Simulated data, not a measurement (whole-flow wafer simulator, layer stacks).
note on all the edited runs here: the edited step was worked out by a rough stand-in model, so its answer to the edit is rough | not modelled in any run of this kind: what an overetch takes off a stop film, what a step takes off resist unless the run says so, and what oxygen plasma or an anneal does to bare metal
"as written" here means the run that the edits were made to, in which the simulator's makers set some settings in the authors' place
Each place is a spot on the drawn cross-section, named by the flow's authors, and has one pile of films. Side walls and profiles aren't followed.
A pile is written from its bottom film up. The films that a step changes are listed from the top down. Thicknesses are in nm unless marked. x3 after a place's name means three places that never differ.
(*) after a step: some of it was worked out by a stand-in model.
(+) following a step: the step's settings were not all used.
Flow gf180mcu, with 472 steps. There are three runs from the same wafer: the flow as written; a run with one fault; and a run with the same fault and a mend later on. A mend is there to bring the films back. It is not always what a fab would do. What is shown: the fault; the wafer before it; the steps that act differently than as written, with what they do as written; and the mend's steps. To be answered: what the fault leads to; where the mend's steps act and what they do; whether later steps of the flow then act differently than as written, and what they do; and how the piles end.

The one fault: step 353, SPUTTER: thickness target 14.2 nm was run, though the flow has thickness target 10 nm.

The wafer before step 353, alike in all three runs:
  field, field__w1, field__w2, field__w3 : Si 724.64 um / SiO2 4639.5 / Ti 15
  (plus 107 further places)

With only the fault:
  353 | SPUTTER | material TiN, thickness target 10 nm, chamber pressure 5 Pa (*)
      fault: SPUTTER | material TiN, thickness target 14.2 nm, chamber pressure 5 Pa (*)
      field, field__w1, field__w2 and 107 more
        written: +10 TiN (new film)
        fault: +14.2 TiN (new film)
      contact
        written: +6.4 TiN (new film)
        fault: +9.08 TiN (new film)
  Steps further on in the flow that do not act as written (1 other step is not shown; it differs only slightly, by no more than 2% or 0.5 nm, whichever is larger):
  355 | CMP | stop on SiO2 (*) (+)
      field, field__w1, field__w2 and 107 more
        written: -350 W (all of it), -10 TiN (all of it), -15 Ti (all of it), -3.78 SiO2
        fault: -350 W (all of it), -14.2 TiN (all of it), -15 Ti (all of it), -3.83 SiO2
  The piles end different from the flow's at contact by more than 2% or 0.5 nm, whichever is larger.
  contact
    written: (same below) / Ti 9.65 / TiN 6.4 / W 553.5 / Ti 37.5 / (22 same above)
    fault: (same below) / Ti 9.65 / TiN 9.08 / W 550.8 / Ti 37.5 / (22 same above)

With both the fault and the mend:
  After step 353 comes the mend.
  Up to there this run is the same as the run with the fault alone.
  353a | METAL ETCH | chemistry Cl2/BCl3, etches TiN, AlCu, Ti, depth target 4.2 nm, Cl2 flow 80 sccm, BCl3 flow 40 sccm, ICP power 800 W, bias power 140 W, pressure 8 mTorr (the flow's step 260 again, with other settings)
      field, field__w1, field__w2 and 108 more
        -4.2 TiN
  Later steps of the flow that are run all act as written at every place that is followed, up to a difference of at most 2% or 0.5 nm, whichever is larger.
  The piles end different from the flow's at contact by more than 2% or 0.5 nm, whichever is larger.
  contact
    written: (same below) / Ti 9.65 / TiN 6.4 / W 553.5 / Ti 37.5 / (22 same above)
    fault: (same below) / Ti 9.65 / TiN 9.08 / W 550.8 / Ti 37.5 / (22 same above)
    mend: (same below) / Ti 9.65 / TiN 4.88 / W 555 / Ti 37.5 / (22 same above)
